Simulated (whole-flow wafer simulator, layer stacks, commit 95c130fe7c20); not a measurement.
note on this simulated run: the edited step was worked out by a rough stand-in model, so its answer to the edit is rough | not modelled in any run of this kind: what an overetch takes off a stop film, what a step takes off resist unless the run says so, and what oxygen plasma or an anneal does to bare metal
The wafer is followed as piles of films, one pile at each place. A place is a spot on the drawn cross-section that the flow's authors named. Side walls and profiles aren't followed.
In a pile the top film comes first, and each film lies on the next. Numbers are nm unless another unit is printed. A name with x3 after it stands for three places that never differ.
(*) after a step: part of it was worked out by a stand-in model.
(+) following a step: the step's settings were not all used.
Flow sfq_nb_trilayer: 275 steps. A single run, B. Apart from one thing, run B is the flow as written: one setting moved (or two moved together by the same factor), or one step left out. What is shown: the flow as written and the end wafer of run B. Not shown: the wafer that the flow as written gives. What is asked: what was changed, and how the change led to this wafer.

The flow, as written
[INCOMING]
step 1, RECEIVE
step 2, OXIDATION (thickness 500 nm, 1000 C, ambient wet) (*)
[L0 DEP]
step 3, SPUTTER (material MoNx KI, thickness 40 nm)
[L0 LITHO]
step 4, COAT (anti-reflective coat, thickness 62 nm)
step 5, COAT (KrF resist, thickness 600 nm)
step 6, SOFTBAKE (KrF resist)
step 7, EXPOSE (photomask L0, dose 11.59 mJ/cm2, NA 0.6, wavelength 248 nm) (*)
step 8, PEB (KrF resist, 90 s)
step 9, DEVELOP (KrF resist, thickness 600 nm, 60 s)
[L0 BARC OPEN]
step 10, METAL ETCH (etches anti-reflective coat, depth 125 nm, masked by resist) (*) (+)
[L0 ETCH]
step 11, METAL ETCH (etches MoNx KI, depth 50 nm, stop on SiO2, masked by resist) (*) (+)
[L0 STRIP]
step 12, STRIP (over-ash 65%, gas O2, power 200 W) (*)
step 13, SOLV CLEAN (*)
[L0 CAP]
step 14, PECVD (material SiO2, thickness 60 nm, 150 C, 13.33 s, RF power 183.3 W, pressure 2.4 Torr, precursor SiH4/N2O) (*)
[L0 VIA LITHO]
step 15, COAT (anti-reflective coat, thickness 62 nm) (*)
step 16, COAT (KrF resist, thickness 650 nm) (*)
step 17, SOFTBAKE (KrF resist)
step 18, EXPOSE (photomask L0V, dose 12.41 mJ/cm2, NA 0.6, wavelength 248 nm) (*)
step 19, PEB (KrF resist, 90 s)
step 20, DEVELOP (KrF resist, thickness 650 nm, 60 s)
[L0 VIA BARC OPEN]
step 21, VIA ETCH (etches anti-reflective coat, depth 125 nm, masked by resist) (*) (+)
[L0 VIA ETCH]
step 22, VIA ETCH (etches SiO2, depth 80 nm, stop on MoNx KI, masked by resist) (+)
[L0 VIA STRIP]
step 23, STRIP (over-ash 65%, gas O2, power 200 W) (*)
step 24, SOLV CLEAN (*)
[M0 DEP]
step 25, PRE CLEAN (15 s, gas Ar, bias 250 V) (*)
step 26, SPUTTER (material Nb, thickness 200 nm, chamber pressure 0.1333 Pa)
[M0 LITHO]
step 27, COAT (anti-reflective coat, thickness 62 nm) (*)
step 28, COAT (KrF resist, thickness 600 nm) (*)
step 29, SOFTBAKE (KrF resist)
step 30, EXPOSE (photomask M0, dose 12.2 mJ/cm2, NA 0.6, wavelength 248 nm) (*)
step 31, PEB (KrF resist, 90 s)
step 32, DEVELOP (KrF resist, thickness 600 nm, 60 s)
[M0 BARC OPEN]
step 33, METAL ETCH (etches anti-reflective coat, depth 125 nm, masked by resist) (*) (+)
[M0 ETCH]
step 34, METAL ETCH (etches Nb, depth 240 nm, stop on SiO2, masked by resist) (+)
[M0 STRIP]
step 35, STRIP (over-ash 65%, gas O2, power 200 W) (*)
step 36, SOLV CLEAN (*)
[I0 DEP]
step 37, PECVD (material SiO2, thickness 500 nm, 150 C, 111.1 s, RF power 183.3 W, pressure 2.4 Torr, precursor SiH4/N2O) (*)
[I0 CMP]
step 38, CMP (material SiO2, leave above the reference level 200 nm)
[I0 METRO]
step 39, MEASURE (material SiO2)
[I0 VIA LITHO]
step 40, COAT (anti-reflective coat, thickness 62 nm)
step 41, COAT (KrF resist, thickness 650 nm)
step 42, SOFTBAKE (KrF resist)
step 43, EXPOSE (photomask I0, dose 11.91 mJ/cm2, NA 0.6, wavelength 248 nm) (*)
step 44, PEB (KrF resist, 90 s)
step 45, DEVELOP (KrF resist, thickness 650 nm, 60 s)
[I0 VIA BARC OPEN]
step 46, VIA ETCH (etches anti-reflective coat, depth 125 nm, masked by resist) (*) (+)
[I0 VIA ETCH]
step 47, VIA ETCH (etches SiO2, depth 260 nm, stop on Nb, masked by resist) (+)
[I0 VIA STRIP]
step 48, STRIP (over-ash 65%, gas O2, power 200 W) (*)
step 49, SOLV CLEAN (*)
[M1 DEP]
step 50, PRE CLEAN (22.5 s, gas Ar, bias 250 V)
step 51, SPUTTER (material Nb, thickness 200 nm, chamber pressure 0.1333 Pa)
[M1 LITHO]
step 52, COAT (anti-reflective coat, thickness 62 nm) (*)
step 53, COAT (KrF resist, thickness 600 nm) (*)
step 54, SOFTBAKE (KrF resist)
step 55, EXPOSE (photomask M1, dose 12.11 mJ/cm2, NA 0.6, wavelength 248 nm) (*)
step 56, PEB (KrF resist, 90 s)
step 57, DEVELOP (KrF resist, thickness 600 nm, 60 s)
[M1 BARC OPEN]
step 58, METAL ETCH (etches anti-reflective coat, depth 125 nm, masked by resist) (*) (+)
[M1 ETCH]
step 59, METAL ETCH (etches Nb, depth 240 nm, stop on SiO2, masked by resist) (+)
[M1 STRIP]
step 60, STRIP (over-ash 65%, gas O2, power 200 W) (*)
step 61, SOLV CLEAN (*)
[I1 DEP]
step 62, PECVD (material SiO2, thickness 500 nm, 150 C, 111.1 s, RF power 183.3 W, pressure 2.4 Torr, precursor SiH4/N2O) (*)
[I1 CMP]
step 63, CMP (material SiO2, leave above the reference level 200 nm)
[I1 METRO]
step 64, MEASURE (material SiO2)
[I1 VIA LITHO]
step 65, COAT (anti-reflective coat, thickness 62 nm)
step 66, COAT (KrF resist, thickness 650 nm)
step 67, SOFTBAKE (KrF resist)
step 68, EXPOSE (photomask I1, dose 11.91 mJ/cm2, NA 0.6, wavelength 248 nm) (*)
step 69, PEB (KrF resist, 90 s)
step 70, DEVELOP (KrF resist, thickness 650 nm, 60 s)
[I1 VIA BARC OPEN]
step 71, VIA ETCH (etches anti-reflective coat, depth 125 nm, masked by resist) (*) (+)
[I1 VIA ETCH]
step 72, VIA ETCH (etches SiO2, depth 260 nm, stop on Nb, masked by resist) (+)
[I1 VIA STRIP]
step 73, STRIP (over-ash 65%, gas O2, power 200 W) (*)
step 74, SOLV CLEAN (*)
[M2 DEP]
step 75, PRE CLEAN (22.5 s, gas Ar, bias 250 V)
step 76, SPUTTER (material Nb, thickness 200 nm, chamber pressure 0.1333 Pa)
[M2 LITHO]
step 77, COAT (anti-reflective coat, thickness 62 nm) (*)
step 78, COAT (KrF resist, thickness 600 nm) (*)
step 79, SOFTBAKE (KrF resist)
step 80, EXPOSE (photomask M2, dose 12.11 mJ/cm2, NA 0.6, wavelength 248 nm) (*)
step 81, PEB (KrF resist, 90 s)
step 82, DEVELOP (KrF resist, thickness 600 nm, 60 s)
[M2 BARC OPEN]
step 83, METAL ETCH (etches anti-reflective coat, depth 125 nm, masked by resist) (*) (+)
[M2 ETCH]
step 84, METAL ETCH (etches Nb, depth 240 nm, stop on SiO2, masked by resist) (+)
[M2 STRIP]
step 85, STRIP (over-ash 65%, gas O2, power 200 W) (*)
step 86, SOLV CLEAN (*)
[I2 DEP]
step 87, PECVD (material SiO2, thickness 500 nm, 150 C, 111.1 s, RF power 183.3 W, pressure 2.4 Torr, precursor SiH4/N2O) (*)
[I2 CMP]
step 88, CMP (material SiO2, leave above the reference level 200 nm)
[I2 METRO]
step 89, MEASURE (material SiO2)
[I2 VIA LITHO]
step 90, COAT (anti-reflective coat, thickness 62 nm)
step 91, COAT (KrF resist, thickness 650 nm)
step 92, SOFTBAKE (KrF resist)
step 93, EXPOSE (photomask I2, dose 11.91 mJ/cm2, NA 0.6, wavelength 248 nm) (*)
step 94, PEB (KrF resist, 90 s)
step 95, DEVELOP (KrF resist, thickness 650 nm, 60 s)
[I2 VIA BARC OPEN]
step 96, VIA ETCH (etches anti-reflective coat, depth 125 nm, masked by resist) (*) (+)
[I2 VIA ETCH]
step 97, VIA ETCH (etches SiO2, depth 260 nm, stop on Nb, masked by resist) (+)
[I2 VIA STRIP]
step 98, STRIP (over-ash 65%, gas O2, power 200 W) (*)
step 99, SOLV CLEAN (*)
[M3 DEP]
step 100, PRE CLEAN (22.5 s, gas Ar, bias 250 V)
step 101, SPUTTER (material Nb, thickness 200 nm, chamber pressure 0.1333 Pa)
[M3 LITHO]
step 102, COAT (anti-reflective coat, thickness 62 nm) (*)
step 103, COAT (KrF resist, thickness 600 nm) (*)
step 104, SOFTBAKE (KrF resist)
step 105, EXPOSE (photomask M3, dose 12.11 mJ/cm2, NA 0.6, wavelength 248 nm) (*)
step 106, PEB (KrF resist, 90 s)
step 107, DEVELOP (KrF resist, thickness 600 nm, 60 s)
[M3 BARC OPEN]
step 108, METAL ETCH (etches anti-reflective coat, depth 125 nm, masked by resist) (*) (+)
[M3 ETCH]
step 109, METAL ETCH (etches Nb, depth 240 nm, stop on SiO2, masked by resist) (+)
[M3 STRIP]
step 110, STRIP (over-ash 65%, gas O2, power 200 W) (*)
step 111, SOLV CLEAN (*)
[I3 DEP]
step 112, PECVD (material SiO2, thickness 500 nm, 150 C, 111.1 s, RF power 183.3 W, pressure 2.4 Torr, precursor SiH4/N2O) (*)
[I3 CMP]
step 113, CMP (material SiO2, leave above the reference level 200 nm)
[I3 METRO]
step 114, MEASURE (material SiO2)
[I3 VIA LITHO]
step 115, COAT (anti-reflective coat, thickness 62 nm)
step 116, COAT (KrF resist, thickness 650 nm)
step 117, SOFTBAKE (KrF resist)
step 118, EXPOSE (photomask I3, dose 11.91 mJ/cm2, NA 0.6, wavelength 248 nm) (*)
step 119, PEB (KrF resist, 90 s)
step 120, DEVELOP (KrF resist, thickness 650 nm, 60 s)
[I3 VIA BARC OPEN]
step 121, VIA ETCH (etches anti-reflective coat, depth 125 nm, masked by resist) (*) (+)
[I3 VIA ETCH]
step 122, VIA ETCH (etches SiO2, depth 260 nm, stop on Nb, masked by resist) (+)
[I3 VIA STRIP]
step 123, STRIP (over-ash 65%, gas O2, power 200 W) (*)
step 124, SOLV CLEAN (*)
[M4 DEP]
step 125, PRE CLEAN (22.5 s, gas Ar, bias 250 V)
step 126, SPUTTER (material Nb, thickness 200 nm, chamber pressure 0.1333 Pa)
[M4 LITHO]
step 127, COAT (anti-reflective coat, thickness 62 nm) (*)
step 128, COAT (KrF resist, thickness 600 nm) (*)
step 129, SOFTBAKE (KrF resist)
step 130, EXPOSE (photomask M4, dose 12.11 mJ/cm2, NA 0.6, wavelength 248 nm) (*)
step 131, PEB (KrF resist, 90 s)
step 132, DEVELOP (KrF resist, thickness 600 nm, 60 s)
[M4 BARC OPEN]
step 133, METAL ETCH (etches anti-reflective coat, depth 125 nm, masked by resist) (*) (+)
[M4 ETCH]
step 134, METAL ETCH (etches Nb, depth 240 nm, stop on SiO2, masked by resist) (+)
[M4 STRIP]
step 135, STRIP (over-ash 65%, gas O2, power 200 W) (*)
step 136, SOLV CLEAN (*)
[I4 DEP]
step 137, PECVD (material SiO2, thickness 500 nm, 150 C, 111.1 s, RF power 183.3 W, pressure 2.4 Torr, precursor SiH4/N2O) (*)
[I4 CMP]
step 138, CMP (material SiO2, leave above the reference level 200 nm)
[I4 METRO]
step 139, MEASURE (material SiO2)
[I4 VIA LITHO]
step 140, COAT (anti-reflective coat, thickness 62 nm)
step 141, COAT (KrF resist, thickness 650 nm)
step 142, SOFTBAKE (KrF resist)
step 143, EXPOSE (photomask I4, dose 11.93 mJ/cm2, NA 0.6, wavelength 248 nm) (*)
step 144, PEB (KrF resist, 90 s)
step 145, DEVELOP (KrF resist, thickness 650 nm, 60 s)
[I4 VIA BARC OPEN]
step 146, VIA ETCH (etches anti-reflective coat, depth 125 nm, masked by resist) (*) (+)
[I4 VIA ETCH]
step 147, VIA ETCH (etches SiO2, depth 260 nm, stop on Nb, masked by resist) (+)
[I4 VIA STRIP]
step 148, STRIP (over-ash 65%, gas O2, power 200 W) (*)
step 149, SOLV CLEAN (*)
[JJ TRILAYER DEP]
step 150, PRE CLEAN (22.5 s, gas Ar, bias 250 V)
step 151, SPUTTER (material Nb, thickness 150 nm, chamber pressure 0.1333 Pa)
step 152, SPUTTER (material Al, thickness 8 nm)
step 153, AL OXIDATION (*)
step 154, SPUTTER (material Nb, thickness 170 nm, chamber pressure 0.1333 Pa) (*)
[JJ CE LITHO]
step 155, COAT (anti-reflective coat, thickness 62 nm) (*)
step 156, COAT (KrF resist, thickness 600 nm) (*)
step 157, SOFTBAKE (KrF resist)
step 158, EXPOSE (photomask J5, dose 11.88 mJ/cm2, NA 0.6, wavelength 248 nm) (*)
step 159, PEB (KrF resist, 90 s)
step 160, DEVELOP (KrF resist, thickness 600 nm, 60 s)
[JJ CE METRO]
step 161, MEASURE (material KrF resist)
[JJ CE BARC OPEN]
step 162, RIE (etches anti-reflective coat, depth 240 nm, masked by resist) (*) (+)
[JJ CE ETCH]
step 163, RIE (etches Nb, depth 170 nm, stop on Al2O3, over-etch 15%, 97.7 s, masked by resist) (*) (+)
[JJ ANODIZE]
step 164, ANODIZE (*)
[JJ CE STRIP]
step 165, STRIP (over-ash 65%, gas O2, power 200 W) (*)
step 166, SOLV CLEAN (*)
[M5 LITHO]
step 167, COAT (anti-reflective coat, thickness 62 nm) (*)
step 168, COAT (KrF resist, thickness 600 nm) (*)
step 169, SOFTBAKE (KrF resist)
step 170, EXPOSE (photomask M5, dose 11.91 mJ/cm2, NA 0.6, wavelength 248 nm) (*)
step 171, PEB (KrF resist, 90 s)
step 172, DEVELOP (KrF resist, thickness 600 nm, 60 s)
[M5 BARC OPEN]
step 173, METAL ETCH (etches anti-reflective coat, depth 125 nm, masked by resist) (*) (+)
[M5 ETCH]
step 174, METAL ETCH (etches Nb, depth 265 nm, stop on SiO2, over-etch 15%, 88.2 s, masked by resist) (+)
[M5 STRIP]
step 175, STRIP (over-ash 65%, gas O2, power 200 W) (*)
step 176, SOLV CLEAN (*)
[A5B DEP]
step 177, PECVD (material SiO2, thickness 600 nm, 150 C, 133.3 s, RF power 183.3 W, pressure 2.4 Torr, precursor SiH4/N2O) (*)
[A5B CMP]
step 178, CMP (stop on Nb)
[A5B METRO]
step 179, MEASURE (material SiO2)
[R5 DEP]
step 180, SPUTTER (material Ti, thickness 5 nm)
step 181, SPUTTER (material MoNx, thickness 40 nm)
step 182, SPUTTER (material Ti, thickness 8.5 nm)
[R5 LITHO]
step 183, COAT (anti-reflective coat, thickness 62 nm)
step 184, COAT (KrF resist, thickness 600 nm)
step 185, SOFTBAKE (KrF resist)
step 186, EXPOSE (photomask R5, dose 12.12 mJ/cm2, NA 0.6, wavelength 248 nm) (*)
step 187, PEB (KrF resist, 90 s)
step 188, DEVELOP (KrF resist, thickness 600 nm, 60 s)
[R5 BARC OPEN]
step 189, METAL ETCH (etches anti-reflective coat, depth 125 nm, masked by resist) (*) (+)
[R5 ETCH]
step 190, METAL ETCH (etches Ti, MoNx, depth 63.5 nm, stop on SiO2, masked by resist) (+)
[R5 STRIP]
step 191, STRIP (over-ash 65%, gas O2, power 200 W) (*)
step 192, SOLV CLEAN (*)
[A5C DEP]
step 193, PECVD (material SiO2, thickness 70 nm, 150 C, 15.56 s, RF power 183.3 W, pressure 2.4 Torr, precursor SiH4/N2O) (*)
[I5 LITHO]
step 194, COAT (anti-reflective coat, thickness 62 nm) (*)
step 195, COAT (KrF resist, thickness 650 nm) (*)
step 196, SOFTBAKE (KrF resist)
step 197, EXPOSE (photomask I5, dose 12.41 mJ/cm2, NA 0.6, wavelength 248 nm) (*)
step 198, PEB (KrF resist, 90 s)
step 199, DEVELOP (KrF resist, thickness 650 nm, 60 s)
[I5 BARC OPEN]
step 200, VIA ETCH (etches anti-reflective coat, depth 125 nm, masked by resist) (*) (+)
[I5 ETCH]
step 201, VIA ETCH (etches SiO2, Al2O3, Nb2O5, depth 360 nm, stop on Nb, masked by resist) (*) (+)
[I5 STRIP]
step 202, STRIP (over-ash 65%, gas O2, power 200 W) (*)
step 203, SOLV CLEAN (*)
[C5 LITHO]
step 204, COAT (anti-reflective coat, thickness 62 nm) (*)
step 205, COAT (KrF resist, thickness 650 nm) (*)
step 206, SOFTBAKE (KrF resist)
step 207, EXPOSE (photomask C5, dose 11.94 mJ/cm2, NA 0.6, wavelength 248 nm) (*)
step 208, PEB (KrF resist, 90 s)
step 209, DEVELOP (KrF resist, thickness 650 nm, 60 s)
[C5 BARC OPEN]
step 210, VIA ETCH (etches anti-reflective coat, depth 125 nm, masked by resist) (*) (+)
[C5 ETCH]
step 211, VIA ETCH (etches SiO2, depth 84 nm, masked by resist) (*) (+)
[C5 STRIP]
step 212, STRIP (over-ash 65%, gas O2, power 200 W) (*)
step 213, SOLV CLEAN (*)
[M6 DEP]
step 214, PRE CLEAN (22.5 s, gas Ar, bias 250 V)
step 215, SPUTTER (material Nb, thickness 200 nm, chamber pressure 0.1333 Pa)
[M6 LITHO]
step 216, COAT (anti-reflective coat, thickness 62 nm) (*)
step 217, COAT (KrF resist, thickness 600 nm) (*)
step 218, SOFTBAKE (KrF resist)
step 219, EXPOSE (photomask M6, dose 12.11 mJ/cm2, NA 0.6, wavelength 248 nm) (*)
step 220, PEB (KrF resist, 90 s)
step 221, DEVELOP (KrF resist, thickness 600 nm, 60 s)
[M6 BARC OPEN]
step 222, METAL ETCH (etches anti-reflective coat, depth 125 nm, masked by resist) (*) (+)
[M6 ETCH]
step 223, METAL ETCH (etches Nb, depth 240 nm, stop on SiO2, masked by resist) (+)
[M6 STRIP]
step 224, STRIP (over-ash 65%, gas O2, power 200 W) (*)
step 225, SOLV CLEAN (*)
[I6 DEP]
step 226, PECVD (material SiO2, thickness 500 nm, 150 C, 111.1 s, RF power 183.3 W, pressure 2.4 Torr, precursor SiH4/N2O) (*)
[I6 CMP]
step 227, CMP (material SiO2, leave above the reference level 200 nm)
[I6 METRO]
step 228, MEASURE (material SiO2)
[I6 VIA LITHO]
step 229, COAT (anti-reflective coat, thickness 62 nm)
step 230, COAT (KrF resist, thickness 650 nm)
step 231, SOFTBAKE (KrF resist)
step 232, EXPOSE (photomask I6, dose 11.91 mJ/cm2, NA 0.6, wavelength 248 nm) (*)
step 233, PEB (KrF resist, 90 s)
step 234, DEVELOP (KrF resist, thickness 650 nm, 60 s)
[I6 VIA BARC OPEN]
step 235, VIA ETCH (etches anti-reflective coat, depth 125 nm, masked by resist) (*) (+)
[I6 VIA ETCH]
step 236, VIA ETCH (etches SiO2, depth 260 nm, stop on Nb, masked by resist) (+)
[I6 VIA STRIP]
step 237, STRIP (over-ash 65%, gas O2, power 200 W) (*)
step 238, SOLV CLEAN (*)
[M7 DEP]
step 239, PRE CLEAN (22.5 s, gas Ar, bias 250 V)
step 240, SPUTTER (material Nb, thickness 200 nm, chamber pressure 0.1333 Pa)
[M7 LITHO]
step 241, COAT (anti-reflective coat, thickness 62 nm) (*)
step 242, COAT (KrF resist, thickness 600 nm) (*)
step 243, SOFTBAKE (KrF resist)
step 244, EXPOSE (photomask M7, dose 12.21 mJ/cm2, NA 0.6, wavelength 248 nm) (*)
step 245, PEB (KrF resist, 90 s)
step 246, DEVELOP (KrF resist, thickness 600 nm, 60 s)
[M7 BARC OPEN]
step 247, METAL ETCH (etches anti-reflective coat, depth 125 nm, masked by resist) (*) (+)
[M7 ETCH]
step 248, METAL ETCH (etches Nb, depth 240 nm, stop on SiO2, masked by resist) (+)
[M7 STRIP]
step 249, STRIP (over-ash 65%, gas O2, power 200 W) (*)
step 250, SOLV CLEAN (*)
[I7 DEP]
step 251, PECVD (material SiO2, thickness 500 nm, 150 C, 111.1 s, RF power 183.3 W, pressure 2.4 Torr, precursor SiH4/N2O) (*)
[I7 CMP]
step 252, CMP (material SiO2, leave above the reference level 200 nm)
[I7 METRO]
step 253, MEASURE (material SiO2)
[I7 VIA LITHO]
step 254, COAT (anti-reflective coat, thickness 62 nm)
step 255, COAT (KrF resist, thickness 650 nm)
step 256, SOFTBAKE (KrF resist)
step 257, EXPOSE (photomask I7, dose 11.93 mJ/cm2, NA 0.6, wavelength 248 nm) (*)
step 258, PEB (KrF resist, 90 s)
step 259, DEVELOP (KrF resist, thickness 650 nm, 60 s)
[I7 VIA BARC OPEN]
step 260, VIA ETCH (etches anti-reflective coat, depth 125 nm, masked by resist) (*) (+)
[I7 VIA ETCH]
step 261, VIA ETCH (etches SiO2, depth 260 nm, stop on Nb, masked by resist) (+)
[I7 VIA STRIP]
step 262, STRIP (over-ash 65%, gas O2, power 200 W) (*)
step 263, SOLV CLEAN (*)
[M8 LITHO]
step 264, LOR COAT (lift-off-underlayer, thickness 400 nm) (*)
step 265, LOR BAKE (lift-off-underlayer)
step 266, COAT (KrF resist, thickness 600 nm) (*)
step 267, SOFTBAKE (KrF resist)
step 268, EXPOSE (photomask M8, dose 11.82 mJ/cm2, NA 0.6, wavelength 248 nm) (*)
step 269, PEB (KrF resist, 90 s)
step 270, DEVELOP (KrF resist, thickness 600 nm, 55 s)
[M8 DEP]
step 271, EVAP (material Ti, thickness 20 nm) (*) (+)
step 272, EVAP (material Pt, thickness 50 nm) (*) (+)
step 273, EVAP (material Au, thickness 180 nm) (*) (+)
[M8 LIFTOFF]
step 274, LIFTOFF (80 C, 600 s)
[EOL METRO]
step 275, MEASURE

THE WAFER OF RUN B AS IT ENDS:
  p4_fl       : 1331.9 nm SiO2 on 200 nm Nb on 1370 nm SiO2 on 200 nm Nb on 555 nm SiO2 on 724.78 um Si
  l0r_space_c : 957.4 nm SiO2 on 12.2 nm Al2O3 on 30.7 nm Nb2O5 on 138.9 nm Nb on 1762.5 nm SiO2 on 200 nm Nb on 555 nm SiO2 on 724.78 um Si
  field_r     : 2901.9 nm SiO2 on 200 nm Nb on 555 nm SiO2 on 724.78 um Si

Cause: step 154, SPUTTER: thickness 126 nm was run, whereas the flow has thickness 170 nm.

Step by step, how the change led to this:
  step 154, SPUTTER (material Nb, thickness 170 nm, chamber pressure 0.1333 Pa) (*)
      field_l, v_sur, via_sp and 100 more: Nb gains 126 (new film) (as written it would have been: Nb gains 170 (new film))
      via_wl, via_wr: Nb gains 104.2 (new film) (as written it would have been: Nb gains 140.7 (new film))
      (also at 1 further place)
  step 155, COAT (anti-reflective coat, thickness 62 nm) (*)
      via_wl, via_wr: anti-reflective coat gains 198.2 (new film) (as written it would have been: anti-reflective coat gains 209.4 (new film))
      via_w: anti-reflective coat gains 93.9 (new film) (as written it would have been: anti-reflective coat gains 97.4 (new film))
  step 162, RIE (etches anti-reflective coat, depth 240 nm, masked by resist) (*) (+)
      ce_l, c5j, ce_r, wl_jj: KrF resist loses 198.2 (as written it would have been: KrF resist loses 209.4)
      via_wl, via_wr: anti-reflective coat loses 198.2 (all of it) (as written it would have been: anti-reflective coat loses 209.4 (all of it))
      (also at 1 further place)
  step 163, RIE (etches Nb, depth 170 nm, stop on Al2O3, over-etch 15%, 97.7 s, masked by resist) (*) (+)
      field_l, v_sur, via_sp and 96 more: Nb loses 126 (all of it), Al2O3 loses 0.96 (all of it) (as written it would have been: Nb loses 170 (all of it), Al2O3 loses 0.51)
      via_wl, via_wr: Nb loses 104.2 (all of it), Al2O3 loses 0.96 (all of it) (as written it would have been: Nb loses 140.7 (all of it), Al2O3 loses 0.96 (all of it))
      (also at 1 further place)
  step 164, ANODIZE (*)
      field_l, v_sur, via_sp and 96 more: Al2O3 gains 12.2 (new film), Nb2O5 gains 30.7 (new film), Al loses 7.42 (all of it), Nb loses 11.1 (as written it would have been: Al2O3 gains 12.2, Nb2O5 gains 29.9 (new film), Al loses 7.42 (all of it), Nb loses 10.8)
  step 165, STRIP (over-ash 65%, gas O2, power 200 W) (*)
      ce_l: KrF resist loses 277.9 (all of it), anti-reflective coat loses 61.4 (all of it) (as written it would have been: KrF resist loses 266.8 (all of it), anti-reflective coat loses 61.4 (all of it))
      c5j: KrF resist loses 278 (all of it), anti-reflective coat loses 61.5 (all of it) (as written it would have been: KrF resist loses 266.9 (all of it), anti-reflective coat loses 61.5 (all of it))
      (also at 2 further places)
  step 167, COAT (anti-reflective coat, thickness 62 nm) (*)
      wl_j_sl, wl_j_sr: anti-reflective coat gains 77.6 (new film) (as written it would have been: anti-reflective coat gains 83.3 (new film))
      gap: anti-reflective coat gains 60.2 (new film) (as written it would have been: anti-reflective coat gains 58.9 (new film))
      (also at 8 further places)
  step 168, COAT (KrF resist, thickness 600 nm) (*)
      ce_l: KrF resist gains 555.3 (new film) (as written it would have been: KrF resist gains 528.3 (new film))
      c5j: KrF resist gains 535.8 (new film) (as written it would have been: KrF resist gains 507.6 (new film))
      (also at 2 further places)
  step 173, METAL ETCH (etches anti-reflective coat, depth 125 nm, masked by resist) (*) (+)
      wl_a_sl: anti-reflective coat loses 61 (all of it) (as written it would have been: anti-reflective coat loses 59.7 (all of it), Al2O3 loses 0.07)
  step 174, METAL ETCH (etches Nb, depth 265 nm, stop on SiO2, over-etch 15%, 88.2 s, masked by resist) (+)
      field_l, r_sur, res and 50 more: Al2O3 loses 12.2 (all of it), Nb2O5 loses 30.7 (all of it), Nb loses 138.9 (all of it), SiO2 loses 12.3 (as written it would have been: Al2O3 loses 12.6 (all of it), Nb2O5 loses 29.9 (all of it), Nb loses 139.2 (all of it), SiO2 loses 12.3)
  step 175, STRIP (over-ash 65%, gas O2, power 200 W) (*)
      wl_j_sl, wl_j_sr: KrF resist loses 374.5 (all of it), anti-reflective coat loses 77.6 (all of it) (as written it would have been: KrF resist loses 378 (all of it), anti-reflective coat loses 83.3 (all of it))
      gap: KrF resist loses 378.3 (all of it), anti-reflective coat loses 60.2 (all of it) (as written it would have been: KrF resist loses 383.4 (all of it), anti-reflective coat loses 58.9 (all of it))
      (also at 7 further places)
  step 178, CMP (stop on Nb)
      v_sur, via_sp, via_v and 43 more: SiO2 loses 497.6 (as written it would have been: SiO2 loses 453.5)
      field_l, p4_fl, p4_fm and 39 more: SiO2 loses 303.3 (as written it would have been: SiO2 loses 259.3)
      (also at 14 further places)
  step 201, VIA ETCH (etches SiO2, Al2O3, Nb2O5, depth 360 nm, stop on Nb, masked by resist) (*) (+)
      be: SiO2 loses 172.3 (all of it), Al2O3 loses 12.2 (all of it), Nb2O5 loses 30.7 (all of it) (as written it would have been: SiO2 loses 216.4 (all of it), Al2O3 loses 12.7 (all of it), Nb2O5 loses 29.9 (all of it))
  step 204, COAT (anti-reflective coat, thickness 62 nm) (*)
      wire: anti-reflective coat gains 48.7 (new film) (as written it would have been: anti-reflective coat gains 47.4 (new film))
      be: anti-reflective coat gains 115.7 (new film) (as written it would have been: anti-reflective coat gains 122.2 (new film))
      (also at 1 further place)
  step 205, COAT (KrF resist, thickness 650 nm) (*)
      be: KrF resist gains 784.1 (new film) (as written it would have been: KrF resist gains 815.3 (new film))
  step 212, STRIP (over-ash 65%, gas O2, power 200 W) (*)
      wire: KrF resist loses 558.2 (all of it), anti-reflective coat loses 48.7 (all of it) (as written it would have been: KrF resist loses 555.8 (all of it), anti-reflective coat loses 47.4 (all of it))
      be: KrF resist loses 697 (all of it), anti-reflective coat loses 115.7 (all of it) (as written it would have been: KrF resist loses 728.2 (all of it), anti-reflective coat loses 122.2 (all of it))
      (also at 1 further place)
  ... 4 further steps ...
  step 226, PECVD (material SiO2, thickness 500 nm, 150 C, 111.1 s, RF power 183.3 W, pressure 2.4 Torr, precursor SiH4/N2O) (*)
      be: SiO2 gains 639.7 (new film) (as written it would have been: SiO2 gains 693.5 (new film))
